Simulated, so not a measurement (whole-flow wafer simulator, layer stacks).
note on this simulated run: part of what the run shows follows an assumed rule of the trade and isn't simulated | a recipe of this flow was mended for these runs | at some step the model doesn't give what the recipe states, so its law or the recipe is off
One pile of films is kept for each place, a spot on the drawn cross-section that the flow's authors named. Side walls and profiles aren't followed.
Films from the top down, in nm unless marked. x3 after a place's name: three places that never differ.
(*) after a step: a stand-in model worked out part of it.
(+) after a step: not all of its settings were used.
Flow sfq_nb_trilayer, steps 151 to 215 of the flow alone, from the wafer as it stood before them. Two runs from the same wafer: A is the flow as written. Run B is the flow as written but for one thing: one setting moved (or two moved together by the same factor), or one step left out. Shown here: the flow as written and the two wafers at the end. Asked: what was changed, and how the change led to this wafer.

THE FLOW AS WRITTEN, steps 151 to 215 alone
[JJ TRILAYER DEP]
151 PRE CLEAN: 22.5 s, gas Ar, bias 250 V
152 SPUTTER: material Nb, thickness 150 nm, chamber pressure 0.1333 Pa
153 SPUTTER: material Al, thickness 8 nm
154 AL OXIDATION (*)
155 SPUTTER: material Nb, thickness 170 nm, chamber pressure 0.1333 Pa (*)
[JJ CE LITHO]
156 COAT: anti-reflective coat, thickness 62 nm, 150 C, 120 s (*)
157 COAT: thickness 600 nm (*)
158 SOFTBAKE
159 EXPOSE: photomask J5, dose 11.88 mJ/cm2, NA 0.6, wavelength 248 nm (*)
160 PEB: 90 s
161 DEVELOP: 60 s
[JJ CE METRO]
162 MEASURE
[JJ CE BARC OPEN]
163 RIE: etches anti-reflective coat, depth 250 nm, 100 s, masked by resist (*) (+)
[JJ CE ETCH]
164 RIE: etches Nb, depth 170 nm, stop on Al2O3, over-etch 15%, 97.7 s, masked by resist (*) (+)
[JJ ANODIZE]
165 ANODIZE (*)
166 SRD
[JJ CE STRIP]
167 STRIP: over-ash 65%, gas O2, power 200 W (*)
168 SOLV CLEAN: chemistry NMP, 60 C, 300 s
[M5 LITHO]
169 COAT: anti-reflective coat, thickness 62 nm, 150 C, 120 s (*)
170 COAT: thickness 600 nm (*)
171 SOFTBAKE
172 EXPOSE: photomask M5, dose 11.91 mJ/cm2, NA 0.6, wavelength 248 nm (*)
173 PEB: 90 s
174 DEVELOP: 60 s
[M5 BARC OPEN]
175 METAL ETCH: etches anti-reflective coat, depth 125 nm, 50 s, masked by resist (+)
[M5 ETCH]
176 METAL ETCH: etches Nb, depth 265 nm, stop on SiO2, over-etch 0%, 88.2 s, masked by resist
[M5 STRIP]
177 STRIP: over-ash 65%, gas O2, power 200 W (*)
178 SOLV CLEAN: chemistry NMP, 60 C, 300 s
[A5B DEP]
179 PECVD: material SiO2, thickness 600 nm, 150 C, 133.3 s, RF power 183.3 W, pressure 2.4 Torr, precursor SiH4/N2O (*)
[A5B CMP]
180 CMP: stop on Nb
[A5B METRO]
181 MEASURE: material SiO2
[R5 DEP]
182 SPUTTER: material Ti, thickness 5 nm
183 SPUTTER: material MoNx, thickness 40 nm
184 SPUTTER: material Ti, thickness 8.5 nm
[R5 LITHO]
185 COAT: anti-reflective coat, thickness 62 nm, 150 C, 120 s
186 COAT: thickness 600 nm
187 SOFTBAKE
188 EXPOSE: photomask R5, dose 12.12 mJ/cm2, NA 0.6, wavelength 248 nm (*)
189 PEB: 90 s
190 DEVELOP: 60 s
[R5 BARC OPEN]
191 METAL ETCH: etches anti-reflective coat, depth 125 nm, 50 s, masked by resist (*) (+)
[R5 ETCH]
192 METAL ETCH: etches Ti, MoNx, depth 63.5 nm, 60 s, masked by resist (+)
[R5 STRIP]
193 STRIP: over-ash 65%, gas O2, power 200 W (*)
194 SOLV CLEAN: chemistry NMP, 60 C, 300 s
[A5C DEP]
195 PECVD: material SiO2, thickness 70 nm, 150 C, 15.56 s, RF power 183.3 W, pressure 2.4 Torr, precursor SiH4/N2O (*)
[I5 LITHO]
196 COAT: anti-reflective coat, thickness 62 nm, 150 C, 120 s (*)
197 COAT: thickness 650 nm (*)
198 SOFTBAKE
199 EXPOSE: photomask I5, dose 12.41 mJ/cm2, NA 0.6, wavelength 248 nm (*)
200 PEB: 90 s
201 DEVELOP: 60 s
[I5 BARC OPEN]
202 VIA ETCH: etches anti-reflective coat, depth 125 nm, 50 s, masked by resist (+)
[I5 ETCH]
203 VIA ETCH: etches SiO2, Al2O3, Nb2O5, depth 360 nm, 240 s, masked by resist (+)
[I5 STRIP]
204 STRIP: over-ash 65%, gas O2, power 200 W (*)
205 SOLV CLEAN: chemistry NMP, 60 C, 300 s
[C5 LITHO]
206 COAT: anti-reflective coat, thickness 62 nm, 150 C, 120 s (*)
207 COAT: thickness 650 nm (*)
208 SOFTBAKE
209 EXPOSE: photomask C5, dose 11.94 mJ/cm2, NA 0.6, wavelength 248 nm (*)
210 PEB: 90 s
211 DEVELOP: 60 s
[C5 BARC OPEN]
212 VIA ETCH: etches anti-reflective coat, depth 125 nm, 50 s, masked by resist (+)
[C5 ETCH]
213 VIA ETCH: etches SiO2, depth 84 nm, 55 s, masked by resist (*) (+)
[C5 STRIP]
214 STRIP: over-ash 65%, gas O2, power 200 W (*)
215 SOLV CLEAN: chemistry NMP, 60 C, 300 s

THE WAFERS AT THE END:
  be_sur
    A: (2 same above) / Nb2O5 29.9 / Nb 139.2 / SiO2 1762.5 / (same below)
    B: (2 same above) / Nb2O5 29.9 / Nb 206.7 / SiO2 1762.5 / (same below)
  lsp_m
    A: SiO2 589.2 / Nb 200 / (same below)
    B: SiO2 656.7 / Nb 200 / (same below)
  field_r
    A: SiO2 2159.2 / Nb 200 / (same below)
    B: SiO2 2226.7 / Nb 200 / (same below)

The cause: step 152, SPUTTER: thickness 217.5 nm was run, where the flow has thickness 150 nm.

How the change led to this, step by step:
  152 SPUTTER: material Nb, thickness 150 nm, chamber pressure 0.1333 Pa
      field_l, v_sur, via_sp and 100 more: A Nb +150 (new film) | B Nb +217.5 (new film)
      via_wl, via_w, via_wr: A Nb +129.8 | B Nb +189
  153 SPUTTER: material Al, thickness 8 nm
      via_wl, via_wr: A Al +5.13 (new film) | B Al +4.57 (new film)
  155 SPUTTER: material Nb, thickness 170 nm, chamber pressure 0.1333 Pa (*)
      via_wl, via_wr: A Nb +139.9 (new film) | B Nb +136 (new film)
      via_w: A Nb +140.2 (new film) | B Nb +136.3 (new film)
  156 COAT: anti-reflective coat, thickness 62 nm, 150 C, 120 s (*)
      via_wl, via_wr: A anti-reflective coat +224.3 (new film) | B anti-reflective coat +245.7 (new film)
      v_sur: A anti-reflective coat +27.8 (new film) | B anti-reflective coat +28.7 (new film)
      (and at 1 more place)
  163 RIE: etches anti-reflective coat, depth 250 nm, 100 s, masked by resist (*) (+)
      via_wl, via_wr: A anti-reflective coat -224.3 (all of it) | B anti-reflective coat -245.7 (all of it)
      v_sur: A anti-reflective coat -27.8 (all of it) | B anti-reflective coat -28.7 (all of it)
      (and at 1 more place)
  164 RIE: etches Nb, depth 170 nm, stop on Al2O3, over-etch 15%, 97.7 s, masked by resist (*) (+)
      via_wl, via_wr: A Nb -139.9 (all of it), Al2O3 -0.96 (all of it) | B Nb -136 (all of it), Al2O3 -0.96 (all of it)
      via_w: A Nb -140.2 (all of it), Al2O3 -0.96 (all of it) | B Nb -136.3 (all of it), Al2O3 -0.96 (all of it)
  165 ANODIZE (*)
      via_wl, via_wr: A Al2O3 +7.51 (new film), Nb2O5 +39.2 (new film), Al -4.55 (all of it), Nb -14.1 | B Al2O3 +6.58 (new film), Nb2O5 +40.9 (new film), Al -3.99 (all of it), Nb -14.7
      via_w: A Al2O3 +10.7 (new film), Nb2O5 +33.4 (new film), Al -6.51 (all of it), Nb -12 | B Al2O3 +10.3 (new film), Nb2O5 +34.2 (new film), Al -6.25 (all of it), Nb -12.3
  169 COAT: anti-reflective coat, thickness 62 nm, 150 C, 120 s (*)
      via_wl, via_wr: A anti-reflective coat +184 (new film) | B anti-reflective coat +170.7 (new film)
      field_l: A anti-reflective coat +61.6 (new film) | B anti-reflective coat +58.5 (new film)
      (and at 3 more places)
  170 COAT: thickness 600 nm (*)
      via_wr: A KrF-resist-other-grade +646 (new film) | B KrF-resist-other-grade +659.3 (new film)
  175 METAL ETCH: etches anti-reflective coat, depth 125 nm, 50 s, masked by resist (+)
      field_l: A anti-reflective coat -61.6 (all of it), Al2O3 -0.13 | B anti-reflective coat -58.5 (all of it), Al2O3 -0.13
  176 METAL ETCH: etches Nb, depth 265 nm, stop on SiO2, over-etch 0%, 88.2 s, masked by resist
      field_l, res, r_end and 47 more: A Al2O3 -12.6 (all of it), Nb2O5 -29.9 (all of it), Nb -139.2 (all of it), SiO2 -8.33 | B Al2O3 -12.6 (all of it), Nb2O5 -29.9 (all of it), Nb -206.7 (all of it), SiO2 -1.58
      r_sur, wl_a_sl, wl_a_m6: A Al2O3 -12.5 (all of it), Nb2O5 -29.9 (all of it), Nb -139.2 (all of it), SiO2 -8.33 | B Al2O3 -12.5 (all of it), Nb2O5 -29.9 (all of it), Nb -206.7 (all of it), SiO2 -1.58
  177 STRIP: over-ash 65%, gas O2, power 200 W (*)
      v_sur: A KrF-resist-other-grade -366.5 (all of it), anti-reflective coat -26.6 (all of it) | B KrF-resist-other-grade -363.2 (all of it), anti-reflective coat -23 (all of it)
      via_wl: A KrF-resist-other-grade -418.2 (all of it), anti-reflective coat -184 (all of it) | B KrF-resist-other-grade -431 (all of it), anti-reflective coat -170.7 (all of it)
      (and at 3 more places)
  180 CMP: stop on Nb
      field_l, p4_fl x5, p4_w1 x9 and 27 more: A SiO2 -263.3 | B SiO2 -202.5
      r_sur, res, r_end, moat, field_r, lsp_l: A SiO2 -256.4 | B SiO2 -193.4
      (and at 8 more places)
